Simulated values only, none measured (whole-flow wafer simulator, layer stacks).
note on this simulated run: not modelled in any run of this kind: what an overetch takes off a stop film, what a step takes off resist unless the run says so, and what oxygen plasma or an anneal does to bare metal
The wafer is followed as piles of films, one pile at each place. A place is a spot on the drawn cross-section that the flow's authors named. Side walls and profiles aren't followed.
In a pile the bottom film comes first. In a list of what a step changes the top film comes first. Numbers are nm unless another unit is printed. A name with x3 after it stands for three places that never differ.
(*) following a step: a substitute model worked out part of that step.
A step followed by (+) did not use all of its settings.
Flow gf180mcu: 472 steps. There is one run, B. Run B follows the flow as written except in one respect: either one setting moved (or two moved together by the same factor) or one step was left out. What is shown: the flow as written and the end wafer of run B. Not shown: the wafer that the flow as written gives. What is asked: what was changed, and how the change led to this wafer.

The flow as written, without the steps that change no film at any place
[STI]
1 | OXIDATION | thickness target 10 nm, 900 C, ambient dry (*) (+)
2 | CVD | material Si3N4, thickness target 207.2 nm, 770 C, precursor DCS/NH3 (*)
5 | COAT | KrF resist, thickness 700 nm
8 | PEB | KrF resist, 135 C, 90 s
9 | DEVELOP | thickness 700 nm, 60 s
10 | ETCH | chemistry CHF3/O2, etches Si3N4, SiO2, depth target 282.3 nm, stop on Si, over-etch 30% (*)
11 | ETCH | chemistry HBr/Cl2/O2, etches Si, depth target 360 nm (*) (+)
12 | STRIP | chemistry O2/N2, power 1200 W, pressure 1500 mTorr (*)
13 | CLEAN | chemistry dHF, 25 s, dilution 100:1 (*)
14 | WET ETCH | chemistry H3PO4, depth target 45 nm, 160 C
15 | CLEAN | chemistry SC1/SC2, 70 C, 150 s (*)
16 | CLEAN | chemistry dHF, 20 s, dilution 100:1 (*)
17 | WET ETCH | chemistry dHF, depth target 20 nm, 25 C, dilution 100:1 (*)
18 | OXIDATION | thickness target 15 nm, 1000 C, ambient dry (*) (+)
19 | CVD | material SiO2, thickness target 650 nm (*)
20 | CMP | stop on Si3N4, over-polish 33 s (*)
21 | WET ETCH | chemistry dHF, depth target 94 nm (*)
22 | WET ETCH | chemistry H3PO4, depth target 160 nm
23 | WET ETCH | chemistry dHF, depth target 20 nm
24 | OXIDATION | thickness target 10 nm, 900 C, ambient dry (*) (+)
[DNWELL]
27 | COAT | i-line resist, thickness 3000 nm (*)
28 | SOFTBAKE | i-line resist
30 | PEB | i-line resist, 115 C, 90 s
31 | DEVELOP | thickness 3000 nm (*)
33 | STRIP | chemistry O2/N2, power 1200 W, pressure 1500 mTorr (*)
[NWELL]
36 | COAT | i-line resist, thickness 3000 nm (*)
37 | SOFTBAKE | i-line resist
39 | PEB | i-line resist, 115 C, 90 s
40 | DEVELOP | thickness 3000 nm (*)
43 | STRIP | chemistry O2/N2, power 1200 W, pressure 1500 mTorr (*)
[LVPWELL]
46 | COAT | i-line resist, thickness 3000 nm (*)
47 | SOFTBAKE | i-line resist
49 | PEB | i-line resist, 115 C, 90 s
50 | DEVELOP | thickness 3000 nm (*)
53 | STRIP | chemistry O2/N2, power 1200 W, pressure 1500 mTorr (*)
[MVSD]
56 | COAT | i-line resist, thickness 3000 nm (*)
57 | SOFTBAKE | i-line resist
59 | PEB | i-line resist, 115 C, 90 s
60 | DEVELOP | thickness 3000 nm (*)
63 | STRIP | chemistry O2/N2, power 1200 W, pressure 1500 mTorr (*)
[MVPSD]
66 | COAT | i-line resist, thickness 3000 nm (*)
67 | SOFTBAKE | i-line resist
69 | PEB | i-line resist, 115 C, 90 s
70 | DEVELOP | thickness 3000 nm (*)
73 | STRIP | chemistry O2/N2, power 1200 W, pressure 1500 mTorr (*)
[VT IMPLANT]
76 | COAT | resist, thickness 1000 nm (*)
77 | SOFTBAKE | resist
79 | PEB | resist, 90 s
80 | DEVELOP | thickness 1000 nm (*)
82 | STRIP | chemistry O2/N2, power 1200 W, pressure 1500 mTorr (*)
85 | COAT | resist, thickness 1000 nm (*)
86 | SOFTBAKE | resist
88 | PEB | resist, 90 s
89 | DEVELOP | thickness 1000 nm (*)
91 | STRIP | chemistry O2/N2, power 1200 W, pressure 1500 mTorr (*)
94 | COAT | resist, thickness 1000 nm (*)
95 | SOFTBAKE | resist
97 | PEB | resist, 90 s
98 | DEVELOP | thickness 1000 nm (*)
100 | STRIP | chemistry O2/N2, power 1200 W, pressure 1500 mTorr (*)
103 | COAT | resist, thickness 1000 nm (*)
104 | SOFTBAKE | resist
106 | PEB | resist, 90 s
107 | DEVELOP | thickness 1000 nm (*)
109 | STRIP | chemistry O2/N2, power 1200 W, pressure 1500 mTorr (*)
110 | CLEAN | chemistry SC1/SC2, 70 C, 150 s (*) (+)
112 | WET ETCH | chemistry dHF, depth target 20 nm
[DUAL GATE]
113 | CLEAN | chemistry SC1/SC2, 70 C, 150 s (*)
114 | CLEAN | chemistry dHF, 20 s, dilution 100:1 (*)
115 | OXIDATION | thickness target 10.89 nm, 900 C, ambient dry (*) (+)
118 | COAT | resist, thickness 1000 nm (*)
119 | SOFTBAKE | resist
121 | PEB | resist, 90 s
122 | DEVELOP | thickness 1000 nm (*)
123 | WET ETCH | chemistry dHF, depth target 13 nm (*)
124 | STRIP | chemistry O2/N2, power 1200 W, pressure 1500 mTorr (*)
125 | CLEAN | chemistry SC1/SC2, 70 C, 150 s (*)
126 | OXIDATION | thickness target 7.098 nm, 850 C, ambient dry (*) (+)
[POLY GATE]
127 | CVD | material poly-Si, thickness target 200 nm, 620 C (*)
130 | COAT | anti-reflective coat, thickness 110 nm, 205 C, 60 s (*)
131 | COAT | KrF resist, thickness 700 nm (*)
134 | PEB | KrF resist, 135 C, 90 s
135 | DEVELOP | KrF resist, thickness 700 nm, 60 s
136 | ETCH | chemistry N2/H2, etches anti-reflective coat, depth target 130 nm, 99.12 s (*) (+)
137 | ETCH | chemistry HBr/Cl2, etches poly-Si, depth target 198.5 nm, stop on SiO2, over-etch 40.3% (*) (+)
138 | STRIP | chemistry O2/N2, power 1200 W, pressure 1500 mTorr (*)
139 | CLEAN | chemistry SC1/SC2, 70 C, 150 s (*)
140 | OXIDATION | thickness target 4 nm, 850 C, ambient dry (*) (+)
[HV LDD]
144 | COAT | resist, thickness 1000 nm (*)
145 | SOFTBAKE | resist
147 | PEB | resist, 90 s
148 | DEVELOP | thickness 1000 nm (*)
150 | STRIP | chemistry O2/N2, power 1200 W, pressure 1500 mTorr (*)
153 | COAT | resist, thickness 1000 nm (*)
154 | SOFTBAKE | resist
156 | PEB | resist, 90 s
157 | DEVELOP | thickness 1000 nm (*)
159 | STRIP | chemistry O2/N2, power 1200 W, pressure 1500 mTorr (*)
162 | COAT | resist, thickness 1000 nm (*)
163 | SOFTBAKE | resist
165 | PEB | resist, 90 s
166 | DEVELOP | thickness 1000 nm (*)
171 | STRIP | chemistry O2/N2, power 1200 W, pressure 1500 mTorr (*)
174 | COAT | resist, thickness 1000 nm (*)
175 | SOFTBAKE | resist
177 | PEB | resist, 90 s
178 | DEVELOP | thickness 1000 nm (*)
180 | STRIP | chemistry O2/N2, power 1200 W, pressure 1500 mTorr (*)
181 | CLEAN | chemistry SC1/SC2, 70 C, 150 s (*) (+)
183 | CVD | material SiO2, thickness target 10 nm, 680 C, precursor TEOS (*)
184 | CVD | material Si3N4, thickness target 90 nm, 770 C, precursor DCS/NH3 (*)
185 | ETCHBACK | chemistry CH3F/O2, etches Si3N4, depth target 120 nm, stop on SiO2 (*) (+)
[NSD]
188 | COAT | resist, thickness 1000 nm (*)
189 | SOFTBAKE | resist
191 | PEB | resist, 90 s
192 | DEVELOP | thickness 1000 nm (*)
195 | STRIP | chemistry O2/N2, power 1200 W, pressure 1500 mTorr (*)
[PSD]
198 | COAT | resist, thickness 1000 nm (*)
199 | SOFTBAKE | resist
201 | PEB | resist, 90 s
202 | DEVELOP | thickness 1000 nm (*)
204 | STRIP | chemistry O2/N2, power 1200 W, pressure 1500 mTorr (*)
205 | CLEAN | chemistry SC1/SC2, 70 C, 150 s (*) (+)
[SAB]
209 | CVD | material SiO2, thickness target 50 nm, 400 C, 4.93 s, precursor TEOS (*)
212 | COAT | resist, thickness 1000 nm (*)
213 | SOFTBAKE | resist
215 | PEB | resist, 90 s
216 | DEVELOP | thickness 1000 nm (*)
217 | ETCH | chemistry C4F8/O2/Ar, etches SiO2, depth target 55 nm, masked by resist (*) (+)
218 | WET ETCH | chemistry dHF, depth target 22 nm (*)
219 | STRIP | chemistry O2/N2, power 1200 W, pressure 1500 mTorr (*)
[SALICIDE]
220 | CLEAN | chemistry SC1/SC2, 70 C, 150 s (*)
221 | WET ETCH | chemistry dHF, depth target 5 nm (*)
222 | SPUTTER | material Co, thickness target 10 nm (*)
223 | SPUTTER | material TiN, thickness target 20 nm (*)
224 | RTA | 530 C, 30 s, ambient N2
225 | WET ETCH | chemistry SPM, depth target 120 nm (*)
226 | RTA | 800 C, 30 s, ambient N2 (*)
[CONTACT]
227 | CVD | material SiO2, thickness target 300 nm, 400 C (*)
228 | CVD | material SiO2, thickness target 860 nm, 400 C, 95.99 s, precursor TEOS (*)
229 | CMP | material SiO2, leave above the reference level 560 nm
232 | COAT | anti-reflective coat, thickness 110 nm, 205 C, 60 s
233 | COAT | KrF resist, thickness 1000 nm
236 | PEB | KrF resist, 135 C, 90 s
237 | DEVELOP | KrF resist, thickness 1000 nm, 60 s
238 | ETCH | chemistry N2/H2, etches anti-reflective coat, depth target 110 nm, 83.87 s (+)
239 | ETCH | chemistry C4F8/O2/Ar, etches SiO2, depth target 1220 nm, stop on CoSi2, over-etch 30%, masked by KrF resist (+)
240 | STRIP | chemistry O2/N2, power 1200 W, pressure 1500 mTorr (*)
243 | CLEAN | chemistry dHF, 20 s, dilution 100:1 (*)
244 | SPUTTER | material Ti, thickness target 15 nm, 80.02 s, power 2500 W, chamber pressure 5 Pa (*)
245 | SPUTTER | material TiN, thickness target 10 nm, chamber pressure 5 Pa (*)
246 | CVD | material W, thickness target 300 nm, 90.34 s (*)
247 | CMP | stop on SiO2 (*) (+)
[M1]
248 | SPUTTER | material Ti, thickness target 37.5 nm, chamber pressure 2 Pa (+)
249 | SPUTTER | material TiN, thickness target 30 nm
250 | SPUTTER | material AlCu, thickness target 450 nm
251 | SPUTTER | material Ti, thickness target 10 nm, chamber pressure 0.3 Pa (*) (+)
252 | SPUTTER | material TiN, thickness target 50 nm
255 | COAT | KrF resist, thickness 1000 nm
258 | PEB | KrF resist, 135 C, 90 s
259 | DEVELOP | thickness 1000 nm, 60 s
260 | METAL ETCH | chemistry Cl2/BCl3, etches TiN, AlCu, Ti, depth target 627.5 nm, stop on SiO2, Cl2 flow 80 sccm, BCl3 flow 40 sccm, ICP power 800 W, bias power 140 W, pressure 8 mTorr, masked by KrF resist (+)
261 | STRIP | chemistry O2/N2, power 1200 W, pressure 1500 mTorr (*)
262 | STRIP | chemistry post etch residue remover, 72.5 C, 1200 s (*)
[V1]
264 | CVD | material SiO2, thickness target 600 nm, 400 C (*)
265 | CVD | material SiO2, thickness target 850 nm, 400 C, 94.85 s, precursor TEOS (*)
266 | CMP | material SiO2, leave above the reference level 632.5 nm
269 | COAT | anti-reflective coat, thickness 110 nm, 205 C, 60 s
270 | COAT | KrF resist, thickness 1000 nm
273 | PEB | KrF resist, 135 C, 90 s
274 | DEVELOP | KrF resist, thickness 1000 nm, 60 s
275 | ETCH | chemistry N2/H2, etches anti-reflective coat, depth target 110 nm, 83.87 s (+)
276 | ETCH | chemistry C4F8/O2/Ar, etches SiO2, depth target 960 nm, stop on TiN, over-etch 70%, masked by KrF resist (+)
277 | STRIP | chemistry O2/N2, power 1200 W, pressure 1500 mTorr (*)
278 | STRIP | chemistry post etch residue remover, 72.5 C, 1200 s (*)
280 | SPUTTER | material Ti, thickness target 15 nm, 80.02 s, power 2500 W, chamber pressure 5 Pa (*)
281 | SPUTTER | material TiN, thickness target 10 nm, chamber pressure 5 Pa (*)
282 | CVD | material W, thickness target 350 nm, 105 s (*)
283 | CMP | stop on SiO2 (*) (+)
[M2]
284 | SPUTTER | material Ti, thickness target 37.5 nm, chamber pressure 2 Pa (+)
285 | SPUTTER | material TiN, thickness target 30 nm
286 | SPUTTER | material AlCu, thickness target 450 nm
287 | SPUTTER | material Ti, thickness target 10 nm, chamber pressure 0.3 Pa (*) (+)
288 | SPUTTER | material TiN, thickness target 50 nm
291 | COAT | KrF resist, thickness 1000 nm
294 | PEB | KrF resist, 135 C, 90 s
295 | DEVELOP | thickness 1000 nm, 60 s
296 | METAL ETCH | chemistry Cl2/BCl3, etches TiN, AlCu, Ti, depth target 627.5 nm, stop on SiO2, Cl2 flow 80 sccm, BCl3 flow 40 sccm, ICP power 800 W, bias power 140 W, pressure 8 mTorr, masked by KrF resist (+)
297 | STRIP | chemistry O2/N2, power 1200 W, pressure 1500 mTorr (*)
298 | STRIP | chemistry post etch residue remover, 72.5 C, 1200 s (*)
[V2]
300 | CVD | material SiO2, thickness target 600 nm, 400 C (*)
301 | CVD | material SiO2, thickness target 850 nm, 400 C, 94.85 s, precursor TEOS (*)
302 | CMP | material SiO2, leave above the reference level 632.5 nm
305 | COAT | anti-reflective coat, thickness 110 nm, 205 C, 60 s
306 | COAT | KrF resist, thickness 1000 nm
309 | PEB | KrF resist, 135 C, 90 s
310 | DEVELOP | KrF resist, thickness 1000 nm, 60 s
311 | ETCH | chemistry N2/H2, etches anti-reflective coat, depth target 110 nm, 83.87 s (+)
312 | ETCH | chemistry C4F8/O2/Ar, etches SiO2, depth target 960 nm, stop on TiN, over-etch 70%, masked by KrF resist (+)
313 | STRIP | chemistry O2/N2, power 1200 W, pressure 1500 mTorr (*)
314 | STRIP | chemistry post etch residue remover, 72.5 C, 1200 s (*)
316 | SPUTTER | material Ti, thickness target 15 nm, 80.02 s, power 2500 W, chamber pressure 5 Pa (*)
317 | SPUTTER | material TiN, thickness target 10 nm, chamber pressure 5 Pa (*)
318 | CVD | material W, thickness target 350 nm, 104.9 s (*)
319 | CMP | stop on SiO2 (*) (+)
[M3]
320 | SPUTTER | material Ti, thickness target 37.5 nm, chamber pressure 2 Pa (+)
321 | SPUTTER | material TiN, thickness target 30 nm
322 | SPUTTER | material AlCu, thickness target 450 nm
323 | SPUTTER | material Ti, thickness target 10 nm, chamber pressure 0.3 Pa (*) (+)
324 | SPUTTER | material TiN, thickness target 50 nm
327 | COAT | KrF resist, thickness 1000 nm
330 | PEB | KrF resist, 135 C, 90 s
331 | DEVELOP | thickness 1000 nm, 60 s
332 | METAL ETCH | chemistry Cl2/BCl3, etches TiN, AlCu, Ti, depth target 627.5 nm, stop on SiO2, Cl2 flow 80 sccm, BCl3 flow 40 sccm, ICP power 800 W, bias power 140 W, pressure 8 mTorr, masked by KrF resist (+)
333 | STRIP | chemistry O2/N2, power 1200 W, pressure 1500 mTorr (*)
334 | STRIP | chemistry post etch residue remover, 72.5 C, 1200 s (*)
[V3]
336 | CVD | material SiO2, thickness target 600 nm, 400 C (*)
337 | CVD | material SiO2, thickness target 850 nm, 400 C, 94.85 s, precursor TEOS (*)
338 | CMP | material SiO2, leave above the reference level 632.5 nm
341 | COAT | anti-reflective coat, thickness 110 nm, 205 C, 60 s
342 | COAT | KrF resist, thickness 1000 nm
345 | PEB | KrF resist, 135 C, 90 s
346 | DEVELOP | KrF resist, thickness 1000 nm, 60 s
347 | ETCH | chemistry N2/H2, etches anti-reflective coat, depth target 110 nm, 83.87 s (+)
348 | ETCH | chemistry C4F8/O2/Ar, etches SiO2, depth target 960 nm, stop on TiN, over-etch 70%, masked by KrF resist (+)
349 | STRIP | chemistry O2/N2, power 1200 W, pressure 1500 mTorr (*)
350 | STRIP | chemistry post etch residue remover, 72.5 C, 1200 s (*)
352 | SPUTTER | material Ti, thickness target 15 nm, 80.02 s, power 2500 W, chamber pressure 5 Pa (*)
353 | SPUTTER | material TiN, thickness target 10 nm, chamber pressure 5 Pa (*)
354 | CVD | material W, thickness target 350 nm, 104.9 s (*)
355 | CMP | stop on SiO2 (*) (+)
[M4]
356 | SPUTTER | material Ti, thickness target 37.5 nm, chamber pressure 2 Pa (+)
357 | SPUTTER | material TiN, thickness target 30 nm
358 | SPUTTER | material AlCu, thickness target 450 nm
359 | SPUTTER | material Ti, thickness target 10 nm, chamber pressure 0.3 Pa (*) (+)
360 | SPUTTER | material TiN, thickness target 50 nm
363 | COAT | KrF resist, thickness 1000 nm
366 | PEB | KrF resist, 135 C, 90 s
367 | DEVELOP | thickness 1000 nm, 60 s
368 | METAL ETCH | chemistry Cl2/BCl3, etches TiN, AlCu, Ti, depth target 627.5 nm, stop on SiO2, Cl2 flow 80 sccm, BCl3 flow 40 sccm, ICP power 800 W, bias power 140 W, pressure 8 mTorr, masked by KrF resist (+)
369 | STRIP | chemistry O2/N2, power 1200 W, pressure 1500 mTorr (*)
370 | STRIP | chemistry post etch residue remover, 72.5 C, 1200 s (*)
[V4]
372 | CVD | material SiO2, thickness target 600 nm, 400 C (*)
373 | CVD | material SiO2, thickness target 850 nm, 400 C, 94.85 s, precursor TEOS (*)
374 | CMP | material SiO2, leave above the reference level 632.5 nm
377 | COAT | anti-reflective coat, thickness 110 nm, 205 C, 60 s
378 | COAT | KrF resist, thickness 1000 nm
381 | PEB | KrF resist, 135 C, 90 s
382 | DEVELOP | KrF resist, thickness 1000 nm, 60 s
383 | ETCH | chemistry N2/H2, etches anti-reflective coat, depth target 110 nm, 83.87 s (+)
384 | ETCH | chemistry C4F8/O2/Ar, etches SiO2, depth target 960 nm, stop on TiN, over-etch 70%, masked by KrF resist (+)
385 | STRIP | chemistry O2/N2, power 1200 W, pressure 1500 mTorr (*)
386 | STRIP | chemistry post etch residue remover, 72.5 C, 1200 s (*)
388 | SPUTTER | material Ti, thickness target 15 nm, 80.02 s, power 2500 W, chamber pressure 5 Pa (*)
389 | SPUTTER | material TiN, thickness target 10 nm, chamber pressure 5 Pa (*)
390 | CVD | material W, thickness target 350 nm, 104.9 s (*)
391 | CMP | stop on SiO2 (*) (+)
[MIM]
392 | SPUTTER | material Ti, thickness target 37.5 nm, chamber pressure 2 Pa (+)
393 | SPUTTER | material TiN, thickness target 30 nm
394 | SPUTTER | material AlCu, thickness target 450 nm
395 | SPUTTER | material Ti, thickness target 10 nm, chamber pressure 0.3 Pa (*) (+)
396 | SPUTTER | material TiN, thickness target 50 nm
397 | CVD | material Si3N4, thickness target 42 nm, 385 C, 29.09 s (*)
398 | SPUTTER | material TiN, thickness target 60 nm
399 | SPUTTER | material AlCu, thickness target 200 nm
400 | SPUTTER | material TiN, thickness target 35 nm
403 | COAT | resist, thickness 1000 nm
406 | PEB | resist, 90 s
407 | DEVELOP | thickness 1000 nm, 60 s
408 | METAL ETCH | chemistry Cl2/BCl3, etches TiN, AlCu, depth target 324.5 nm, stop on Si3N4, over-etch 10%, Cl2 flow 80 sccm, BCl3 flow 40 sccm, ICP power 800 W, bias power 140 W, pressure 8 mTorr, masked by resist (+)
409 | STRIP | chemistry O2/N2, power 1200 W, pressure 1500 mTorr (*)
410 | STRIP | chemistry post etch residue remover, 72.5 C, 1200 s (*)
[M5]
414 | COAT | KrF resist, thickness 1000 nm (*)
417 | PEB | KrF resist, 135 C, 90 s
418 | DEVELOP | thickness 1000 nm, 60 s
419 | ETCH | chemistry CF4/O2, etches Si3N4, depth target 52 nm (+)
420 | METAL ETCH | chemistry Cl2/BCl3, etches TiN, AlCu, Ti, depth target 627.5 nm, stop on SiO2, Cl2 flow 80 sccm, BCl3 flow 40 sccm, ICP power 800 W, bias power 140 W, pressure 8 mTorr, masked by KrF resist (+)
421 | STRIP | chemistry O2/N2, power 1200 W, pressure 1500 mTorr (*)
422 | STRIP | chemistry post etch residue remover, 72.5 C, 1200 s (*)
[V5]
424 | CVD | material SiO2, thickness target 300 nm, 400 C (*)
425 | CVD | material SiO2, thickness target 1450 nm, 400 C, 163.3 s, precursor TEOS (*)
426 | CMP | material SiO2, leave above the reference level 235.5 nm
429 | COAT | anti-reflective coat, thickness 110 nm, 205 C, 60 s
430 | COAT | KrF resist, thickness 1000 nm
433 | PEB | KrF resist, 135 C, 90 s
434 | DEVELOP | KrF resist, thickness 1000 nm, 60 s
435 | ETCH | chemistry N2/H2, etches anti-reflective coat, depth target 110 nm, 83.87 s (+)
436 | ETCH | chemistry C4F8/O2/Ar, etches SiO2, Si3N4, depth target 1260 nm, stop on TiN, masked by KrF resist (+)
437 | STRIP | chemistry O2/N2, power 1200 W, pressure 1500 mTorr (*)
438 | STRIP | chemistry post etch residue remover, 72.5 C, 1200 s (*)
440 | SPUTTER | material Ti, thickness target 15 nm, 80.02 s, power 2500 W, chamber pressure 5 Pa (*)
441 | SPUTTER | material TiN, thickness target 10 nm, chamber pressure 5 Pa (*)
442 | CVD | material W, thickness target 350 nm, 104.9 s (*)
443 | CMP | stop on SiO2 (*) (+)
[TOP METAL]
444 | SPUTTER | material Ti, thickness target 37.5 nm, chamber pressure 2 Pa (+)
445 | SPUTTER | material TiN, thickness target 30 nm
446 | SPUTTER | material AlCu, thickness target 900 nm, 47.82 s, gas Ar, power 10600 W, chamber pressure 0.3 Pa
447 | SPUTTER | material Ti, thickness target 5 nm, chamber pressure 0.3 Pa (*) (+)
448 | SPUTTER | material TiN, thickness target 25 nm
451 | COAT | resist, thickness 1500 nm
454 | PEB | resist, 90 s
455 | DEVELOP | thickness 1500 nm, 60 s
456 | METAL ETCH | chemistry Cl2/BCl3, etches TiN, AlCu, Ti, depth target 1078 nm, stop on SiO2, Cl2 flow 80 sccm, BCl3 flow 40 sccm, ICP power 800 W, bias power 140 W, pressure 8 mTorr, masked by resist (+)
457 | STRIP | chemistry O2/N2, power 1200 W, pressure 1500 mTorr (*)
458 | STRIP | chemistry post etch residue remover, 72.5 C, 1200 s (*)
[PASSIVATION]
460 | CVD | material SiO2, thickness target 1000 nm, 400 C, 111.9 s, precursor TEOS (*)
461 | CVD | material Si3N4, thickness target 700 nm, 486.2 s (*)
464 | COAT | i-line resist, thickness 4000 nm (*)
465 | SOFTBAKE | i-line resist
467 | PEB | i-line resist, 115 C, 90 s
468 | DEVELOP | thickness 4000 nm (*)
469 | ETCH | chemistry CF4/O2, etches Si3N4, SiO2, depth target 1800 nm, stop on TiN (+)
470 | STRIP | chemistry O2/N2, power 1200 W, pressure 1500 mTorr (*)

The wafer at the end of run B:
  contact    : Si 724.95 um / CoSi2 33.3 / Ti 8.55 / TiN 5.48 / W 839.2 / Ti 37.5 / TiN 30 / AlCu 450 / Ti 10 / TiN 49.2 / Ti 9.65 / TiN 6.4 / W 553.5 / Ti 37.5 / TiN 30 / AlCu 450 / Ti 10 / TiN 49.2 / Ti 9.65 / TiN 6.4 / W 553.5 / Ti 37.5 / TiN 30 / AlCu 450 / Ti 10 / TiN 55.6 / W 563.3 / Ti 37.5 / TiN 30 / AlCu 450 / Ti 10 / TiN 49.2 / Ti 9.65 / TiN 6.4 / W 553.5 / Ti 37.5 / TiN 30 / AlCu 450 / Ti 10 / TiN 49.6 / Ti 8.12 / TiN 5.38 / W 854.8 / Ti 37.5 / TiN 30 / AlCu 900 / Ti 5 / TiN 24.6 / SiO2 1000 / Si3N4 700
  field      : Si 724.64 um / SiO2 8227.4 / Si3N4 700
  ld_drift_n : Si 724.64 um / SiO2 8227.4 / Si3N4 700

What caused this: step 352, SPUTTER: material Ti, thickness target 15 nm, 80.02 s, power 2500 W, chamber pressure 5 Pa (*), was omitted.

Step by step, how the change led to this:
  353 | SPUTTER | material TiN, thickness target 10 nm, chamber pressure 5 Pa (*)
      contact: +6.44 TiN (as written it would have been: +6.4 TiN (new film))
  355 | CMP | stop on SiO2 (*) (+)
      field, field__w1, field__w2 and 107 more: -350 W (all of it), -10 TiN (all of it), -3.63 SiO2 (as written it would have been: -350 W (all of it), -10 TiN (all of it), -15 Ti (all of it), -3.78 SiO2)
      contact: -363.6 W (as written it would have been: -378.8 W)
